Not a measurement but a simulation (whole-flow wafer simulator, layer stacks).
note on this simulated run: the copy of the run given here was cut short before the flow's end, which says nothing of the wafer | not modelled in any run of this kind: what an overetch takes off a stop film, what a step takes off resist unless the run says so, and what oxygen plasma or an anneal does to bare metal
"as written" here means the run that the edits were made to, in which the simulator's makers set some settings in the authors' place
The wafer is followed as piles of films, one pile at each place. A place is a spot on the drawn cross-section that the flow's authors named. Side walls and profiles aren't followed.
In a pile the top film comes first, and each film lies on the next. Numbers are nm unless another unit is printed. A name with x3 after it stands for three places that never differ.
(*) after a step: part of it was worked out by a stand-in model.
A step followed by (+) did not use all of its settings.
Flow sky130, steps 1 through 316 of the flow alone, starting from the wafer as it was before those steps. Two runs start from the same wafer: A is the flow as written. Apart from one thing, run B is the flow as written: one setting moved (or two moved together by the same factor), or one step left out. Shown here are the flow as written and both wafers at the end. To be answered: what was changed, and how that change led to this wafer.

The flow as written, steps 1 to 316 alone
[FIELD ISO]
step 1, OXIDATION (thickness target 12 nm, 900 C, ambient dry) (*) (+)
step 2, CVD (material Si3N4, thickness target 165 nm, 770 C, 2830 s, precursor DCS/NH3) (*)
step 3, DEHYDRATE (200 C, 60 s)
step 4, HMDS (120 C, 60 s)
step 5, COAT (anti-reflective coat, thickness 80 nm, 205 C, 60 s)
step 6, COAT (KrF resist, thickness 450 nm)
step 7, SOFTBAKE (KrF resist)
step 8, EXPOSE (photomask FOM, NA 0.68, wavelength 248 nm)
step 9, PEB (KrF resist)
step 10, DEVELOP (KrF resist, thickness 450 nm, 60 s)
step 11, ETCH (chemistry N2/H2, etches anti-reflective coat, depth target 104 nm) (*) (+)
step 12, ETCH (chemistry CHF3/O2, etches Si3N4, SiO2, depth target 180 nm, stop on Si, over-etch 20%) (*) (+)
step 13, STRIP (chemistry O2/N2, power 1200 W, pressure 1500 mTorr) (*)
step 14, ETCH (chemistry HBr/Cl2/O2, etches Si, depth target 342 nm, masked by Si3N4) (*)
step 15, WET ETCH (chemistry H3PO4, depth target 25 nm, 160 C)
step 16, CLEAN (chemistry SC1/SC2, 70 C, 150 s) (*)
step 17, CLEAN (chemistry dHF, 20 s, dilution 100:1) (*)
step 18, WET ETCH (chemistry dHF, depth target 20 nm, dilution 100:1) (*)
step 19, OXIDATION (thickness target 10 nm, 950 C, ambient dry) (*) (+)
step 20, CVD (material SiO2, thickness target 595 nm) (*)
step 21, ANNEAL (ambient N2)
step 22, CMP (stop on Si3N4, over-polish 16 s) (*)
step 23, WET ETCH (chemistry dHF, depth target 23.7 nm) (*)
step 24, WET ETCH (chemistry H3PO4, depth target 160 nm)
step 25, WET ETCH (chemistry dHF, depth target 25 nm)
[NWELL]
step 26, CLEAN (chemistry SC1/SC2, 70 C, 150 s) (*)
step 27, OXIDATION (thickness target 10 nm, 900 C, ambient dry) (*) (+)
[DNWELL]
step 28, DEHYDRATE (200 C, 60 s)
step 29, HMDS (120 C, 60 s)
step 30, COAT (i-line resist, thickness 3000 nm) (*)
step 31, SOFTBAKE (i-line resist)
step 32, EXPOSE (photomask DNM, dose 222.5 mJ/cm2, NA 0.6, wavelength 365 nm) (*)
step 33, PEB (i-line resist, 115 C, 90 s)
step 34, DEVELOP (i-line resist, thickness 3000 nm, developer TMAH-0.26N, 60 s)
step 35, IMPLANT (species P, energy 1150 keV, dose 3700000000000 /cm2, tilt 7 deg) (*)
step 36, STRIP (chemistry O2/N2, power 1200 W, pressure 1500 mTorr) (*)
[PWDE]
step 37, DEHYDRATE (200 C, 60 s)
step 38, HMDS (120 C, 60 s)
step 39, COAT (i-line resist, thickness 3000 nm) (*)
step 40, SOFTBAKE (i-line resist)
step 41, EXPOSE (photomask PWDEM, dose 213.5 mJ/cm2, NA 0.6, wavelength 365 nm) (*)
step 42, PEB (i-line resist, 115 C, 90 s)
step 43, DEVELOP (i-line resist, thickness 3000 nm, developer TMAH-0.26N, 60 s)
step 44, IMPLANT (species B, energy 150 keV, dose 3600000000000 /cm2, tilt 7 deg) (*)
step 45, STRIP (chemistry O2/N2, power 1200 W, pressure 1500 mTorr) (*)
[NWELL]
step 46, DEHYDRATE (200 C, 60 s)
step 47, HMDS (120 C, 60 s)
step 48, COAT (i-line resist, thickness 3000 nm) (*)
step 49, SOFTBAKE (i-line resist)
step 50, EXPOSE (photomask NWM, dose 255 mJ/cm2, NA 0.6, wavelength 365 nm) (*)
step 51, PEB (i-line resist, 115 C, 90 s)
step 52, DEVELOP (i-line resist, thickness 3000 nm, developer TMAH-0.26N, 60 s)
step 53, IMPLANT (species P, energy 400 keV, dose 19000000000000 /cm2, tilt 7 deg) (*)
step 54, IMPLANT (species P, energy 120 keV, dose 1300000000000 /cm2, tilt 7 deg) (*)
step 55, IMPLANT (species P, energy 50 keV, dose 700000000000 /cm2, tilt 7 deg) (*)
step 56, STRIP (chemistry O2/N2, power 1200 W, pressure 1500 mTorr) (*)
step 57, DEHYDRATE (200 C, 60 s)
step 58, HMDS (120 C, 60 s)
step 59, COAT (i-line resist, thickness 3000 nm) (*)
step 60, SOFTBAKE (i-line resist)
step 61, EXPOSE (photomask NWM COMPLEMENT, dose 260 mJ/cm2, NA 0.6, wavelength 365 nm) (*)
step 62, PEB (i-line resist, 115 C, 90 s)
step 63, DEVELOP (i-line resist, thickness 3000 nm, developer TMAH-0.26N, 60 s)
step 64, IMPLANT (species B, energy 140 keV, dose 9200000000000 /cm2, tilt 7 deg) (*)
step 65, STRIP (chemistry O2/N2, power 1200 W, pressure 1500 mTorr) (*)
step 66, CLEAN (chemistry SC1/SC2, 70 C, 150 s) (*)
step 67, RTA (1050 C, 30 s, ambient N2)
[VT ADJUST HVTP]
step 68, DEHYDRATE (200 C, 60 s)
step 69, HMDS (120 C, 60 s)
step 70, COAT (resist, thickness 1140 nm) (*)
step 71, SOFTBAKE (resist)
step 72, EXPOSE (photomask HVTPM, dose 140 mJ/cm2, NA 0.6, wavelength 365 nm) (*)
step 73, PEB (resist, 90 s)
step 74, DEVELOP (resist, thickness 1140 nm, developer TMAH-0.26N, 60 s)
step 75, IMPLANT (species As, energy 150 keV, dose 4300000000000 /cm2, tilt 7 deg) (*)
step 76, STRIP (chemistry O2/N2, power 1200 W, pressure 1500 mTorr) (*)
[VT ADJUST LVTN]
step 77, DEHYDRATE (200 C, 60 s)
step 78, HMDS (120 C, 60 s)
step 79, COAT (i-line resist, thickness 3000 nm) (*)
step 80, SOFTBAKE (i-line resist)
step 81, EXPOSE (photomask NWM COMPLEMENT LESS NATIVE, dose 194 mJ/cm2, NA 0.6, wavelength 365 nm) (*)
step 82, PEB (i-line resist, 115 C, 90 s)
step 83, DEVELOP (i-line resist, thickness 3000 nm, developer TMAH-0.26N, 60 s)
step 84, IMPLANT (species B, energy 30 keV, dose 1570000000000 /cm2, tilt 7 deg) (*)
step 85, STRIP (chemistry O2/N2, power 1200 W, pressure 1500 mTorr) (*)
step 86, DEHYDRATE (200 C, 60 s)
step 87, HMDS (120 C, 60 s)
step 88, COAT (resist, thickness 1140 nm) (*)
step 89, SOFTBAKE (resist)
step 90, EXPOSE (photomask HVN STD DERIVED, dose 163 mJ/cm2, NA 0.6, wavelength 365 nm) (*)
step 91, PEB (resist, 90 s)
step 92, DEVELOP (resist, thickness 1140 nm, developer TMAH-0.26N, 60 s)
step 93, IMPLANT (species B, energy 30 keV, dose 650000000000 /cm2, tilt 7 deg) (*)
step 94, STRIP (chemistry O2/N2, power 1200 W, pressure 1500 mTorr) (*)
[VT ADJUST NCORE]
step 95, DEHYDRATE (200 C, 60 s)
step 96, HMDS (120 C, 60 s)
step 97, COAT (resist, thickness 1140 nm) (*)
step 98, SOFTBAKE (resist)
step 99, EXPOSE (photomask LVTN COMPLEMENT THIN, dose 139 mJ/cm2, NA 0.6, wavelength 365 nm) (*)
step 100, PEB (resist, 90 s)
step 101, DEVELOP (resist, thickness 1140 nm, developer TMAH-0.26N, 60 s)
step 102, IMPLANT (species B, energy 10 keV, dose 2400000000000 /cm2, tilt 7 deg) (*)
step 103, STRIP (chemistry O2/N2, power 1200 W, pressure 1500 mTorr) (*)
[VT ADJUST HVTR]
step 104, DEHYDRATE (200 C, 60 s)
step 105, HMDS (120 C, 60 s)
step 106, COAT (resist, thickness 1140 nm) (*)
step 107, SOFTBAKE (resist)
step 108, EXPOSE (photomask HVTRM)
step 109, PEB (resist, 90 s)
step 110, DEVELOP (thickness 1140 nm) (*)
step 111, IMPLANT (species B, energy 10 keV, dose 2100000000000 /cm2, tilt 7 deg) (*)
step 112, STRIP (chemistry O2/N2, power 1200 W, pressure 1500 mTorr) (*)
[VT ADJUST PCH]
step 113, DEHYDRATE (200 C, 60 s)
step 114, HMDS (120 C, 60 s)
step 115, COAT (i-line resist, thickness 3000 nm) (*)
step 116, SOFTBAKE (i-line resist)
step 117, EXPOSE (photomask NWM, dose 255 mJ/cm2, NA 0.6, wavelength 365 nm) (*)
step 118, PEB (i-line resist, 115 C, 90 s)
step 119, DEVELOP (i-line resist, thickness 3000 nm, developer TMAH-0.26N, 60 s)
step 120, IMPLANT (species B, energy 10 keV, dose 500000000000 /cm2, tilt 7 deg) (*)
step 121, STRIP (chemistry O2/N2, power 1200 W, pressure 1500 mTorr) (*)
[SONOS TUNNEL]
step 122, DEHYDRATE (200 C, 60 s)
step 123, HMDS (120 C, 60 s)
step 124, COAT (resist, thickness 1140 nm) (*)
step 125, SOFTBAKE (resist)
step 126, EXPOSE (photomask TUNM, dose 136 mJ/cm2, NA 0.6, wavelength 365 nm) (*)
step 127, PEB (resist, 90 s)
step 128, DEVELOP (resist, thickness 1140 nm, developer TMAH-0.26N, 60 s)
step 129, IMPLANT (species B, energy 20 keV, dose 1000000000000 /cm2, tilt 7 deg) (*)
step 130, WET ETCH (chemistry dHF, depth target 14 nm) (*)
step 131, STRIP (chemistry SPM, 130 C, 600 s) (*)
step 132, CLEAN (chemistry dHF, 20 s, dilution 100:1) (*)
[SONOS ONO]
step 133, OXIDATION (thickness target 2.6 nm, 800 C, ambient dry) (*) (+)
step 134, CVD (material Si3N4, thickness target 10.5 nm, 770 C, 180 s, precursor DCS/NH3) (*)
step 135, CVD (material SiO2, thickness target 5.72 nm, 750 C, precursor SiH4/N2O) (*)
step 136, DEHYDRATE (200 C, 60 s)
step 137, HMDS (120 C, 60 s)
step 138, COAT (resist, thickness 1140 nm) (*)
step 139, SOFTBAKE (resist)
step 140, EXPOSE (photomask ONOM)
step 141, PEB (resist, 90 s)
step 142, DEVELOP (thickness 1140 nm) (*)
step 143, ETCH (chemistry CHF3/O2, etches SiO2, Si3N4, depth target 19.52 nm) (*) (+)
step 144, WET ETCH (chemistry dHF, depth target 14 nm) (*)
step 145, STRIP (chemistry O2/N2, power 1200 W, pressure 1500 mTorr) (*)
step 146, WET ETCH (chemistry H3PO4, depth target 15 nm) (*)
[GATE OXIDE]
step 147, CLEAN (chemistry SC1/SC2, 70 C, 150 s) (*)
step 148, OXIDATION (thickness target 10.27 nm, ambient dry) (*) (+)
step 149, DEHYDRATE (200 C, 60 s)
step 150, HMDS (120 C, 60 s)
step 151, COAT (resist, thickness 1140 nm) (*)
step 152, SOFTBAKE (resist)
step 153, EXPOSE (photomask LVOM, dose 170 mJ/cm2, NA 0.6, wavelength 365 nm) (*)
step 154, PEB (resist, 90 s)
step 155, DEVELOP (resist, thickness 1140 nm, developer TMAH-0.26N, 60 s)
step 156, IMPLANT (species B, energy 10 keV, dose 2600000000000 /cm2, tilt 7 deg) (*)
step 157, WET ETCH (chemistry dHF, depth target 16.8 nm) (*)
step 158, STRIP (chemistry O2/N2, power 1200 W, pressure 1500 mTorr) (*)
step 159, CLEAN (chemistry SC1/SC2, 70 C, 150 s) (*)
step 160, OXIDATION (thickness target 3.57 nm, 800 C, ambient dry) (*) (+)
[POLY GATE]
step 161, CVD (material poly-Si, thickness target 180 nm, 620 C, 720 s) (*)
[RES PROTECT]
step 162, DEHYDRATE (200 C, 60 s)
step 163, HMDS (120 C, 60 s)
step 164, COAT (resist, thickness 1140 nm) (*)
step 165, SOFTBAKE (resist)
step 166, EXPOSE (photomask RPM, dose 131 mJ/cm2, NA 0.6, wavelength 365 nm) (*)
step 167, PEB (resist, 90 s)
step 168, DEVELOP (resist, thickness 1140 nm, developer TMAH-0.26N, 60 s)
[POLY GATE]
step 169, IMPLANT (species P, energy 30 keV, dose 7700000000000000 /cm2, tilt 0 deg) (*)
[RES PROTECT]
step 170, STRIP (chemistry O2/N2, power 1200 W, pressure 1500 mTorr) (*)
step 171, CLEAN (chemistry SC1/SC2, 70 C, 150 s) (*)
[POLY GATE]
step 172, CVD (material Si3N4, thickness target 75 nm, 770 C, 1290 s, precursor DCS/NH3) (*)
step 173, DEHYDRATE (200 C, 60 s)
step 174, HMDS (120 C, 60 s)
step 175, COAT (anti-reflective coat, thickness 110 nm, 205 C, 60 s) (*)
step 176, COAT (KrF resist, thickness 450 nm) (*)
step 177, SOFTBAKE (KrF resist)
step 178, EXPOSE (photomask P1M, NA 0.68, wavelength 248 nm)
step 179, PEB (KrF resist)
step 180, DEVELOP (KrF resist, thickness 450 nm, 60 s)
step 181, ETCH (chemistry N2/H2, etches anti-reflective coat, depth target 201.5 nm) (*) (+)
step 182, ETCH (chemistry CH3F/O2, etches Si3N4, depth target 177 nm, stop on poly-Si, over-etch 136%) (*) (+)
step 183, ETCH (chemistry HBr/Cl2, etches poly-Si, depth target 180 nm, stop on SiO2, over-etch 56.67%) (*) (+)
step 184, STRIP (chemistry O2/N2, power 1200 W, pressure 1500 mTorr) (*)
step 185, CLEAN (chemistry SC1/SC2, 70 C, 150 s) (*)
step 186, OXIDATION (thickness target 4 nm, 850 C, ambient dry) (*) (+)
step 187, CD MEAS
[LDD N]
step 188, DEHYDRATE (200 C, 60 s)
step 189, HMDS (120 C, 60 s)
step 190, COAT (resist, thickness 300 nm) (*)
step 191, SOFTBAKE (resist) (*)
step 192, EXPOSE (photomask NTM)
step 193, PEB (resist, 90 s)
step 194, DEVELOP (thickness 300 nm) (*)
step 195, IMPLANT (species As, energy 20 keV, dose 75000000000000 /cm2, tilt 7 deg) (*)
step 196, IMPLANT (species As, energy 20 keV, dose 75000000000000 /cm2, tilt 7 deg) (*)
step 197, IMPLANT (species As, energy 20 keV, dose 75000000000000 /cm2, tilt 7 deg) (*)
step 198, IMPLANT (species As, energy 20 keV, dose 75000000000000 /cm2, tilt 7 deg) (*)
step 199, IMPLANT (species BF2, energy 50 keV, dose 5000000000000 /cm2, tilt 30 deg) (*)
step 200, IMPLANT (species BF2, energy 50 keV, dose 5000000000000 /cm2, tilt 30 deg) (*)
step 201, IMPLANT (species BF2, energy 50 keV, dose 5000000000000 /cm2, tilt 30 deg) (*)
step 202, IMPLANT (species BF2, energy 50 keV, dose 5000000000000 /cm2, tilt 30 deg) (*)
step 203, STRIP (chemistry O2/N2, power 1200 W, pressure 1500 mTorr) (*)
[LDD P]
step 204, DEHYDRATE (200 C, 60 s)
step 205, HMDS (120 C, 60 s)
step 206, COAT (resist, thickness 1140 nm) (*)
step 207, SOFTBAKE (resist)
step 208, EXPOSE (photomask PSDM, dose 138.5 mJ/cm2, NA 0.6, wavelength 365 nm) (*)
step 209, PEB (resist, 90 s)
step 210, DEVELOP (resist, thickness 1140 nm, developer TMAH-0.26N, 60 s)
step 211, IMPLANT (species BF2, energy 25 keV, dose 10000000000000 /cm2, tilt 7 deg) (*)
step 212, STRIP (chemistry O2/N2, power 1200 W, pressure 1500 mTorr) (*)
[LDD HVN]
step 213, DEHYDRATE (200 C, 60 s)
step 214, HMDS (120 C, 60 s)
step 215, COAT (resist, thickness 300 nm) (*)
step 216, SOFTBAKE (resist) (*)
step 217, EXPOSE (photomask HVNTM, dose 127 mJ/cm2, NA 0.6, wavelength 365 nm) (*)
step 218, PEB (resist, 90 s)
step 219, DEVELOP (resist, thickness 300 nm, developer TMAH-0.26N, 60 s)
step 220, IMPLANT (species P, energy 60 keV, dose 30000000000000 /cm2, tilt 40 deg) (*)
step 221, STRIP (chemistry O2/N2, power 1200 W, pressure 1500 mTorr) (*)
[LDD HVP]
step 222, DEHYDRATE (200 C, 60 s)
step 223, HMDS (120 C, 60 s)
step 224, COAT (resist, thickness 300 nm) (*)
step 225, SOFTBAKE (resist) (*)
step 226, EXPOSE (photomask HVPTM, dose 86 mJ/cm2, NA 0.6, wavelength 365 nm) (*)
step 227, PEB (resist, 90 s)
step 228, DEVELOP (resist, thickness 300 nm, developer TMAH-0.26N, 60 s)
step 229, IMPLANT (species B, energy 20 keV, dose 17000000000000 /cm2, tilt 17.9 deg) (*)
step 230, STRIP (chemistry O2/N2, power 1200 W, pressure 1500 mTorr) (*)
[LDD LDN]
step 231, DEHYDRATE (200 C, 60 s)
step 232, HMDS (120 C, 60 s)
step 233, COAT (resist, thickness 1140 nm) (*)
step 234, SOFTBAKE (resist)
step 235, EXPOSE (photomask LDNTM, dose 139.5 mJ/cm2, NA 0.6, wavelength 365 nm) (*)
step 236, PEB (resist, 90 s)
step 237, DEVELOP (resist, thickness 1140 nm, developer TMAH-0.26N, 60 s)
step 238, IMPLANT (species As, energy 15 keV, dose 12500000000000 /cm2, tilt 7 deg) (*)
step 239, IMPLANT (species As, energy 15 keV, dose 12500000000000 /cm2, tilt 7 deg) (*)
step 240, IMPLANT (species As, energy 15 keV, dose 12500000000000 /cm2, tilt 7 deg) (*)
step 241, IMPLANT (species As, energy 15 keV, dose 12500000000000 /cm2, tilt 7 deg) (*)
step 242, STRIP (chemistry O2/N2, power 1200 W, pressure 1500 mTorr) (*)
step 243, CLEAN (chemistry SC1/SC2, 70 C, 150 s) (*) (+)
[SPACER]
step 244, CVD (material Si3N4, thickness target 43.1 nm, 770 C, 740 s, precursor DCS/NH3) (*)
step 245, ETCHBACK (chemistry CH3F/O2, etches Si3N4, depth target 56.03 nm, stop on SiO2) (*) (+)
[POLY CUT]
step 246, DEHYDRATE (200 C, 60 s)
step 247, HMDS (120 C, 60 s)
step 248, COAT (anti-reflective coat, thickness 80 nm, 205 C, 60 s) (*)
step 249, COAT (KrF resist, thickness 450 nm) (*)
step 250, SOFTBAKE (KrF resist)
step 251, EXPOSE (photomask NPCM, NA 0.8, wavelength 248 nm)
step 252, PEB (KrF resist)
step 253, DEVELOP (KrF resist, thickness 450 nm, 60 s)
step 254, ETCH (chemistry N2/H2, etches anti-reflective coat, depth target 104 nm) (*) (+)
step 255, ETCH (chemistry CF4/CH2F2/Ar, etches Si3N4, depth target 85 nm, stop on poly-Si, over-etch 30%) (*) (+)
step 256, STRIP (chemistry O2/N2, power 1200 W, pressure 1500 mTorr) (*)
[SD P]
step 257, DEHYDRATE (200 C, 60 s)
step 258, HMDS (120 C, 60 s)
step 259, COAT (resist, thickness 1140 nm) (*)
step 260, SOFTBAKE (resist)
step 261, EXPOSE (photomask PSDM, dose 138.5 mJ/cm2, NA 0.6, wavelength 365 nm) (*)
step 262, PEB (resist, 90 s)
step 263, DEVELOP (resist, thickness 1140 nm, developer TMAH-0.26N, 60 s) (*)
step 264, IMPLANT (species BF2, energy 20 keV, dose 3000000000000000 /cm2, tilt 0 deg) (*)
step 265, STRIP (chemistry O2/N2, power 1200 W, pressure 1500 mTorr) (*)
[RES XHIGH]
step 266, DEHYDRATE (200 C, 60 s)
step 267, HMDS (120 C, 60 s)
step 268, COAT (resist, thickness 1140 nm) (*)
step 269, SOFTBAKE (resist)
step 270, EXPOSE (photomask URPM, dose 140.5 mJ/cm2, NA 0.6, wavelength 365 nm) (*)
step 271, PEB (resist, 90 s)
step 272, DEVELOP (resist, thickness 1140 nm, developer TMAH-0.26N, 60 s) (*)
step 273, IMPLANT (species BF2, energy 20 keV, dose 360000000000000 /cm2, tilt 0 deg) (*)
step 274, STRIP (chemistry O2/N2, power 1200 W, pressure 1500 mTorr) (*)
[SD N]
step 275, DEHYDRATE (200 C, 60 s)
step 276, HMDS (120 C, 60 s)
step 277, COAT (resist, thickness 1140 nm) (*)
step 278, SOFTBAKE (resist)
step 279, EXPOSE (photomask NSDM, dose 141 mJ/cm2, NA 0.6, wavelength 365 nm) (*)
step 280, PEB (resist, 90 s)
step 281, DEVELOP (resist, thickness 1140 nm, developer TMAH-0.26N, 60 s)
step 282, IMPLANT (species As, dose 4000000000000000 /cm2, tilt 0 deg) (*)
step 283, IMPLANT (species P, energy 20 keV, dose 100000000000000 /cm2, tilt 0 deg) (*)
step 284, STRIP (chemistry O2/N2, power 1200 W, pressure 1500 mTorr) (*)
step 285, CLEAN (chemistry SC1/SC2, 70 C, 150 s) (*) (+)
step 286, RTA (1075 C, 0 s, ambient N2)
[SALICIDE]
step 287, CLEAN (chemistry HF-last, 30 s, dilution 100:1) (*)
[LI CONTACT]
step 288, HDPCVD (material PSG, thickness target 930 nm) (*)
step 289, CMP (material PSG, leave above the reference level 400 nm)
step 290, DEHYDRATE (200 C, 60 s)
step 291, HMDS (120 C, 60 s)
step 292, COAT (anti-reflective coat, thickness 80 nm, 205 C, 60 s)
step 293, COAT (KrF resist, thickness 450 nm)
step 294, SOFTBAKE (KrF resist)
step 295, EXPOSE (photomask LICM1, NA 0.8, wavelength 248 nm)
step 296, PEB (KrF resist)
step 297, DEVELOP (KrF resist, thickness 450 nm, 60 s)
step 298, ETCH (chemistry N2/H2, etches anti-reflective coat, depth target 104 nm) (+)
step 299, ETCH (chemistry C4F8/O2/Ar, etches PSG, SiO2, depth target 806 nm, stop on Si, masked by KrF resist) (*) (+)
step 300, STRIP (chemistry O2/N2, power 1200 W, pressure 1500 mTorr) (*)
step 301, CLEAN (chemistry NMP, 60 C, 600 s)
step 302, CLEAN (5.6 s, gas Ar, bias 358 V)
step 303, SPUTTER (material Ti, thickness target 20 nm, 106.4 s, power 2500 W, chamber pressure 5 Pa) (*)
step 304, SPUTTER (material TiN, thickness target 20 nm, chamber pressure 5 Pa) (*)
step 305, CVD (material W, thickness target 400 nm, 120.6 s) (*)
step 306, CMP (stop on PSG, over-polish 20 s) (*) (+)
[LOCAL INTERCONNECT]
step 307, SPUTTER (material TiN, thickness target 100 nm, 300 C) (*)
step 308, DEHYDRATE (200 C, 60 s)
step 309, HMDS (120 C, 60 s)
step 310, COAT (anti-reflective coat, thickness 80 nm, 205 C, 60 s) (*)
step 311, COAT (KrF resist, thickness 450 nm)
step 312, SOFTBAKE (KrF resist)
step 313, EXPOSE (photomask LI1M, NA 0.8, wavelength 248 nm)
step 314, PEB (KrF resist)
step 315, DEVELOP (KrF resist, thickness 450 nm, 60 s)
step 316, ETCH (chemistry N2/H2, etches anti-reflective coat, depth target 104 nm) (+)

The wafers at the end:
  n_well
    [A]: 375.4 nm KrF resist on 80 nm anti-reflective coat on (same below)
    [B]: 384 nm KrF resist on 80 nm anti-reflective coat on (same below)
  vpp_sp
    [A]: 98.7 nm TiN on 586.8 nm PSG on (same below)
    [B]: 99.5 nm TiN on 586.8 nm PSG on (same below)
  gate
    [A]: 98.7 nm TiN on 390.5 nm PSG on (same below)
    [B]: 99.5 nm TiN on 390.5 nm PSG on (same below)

Cause: step 316, ETCH: depth target 88.6 nm was run, while the flow as written has depth target 104 nm.

The path from the change to this, step by step:
  step 316, ETCH (chemistry N2/H2, etches anti-reflective coat, depth target 104 nm) (+)
      n_well, p_well, gate_hv and 97 more: A -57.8 KrF resist | B -49.2 KrF resist
      field, active, gate and 87 more: A -80 anti-reflective coat (all of it), -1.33 TiN | B -80 anti-reflective coat (all of it), -0.48 TiN
      (and at 1 other place as well)
